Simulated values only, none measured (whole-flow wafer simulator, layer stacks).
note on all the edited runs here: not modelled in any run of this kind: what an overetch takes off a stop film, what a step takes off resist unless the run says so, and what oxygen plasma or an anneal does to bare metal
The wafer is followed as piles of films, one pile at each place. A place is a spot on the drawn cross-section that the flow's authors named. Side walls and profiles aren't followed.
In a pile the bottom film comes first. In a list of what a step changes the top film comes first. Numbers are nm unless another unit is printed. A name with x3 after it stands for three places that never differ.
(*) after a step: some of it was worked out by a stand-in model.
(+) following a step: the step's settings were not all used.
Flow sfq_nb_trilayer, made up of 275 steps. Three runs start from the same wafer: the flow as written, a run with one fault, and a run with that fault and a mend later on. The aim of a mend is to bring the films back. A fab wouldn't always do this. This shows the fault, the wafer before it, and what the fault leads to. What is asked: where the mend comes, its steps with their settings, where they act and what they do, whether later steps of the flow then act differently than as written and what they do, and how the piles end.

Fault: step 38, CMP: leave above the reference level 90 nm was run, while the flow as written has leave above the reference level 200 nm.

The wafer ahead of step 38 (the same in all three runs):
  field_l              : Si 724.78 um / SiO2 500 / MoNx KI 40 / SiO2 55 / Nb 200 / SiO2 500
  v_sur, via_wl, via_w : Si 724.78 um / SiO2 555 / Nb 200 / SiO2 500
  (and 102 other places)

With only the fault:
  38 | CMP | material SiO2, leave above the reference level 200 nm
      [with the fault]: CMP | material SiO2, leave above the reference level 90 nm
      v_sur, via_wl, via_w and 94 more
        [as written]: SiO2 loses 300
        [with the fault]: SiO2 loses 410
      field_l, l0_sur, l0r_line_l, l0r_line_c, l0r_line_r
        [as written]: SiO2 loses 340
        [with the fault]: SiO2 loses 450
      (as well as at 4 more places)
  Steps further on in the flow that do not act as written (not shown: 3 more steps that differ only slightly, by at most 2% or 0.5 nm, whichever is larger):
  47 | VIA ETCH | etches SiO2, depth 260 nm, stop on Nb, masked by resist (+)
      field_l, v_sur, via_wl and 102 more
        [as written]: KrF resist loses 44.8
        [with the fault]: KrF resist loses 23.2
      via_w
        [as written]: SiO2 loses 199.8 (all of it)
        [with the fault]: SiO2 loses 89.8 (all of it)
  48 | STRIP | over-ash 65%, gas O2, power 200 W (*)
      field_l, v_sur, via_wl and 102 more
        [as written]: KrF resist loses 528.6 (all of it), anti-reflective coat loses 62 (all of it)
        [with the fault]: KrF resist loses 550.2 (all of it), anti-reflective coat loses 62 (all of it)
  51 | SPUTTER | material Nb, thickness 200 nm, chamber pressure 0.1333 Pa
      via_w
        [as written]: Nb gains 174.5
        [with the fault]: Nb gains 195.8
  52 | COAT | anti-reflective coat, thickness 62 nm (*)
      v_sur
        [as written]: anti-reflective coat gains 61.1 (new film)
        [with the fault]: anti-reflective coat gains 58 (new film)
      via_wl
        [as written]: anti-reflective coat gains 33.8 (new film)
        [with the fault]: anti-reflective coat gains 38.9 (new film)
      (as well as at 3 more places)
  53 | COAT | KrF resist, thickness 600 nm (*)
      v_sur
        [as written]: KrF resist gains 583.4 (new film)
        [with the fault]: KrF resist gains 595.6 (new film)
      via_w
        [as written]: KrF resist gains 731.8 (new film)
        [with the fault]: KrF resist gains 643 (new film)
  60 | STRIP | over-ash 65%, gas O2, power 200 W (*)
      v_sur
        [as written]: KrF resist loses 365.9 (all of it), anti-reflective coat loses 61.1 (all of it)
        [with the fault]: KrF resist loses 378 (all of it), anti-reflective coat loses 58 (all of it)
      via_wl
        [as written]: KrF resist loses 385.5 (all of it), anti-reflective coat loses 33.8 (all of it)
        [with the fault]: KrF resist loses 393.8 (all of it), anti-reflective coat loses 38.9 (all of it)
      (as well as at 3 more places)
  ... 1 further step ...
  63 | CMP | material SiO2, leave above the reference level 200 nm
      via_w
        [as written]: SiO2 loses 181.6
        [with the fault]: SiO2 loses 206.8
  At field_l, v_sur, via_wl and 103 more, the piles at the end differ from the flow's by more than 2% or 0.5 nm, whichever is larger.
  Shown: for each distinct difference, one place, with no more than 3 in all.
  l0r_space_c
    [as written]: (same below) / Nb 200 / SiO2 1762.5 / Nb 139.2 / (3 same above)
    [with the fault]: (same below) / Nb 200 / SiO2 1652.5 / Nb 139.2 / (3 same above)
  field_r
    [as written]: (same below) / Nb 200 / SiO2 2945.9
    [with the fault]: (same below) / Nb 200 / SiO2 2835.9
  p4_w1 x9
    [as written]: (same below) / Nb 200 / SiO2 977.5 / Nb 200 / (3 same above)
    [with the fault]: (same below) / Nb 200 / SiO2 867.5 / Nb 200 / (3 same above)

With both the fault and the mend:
  After step 39 comes the mend.
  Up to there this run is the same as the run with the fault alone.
  39a | PECVD | material SiO2, thickness 110 nm, 150 C, 24.44 s, RF power 183.3 W, pressure 2.4 Torr, precursor SiH4/N2O (a further turn of the flow's step 37, with different settings)
      field_l, v_sur, via_wl and 103 more
        SiO2 gains 110
  Every later step of the flow that is run acts as written at every place that is followed.
  The piles end the same as the flow's at every place that both follow.
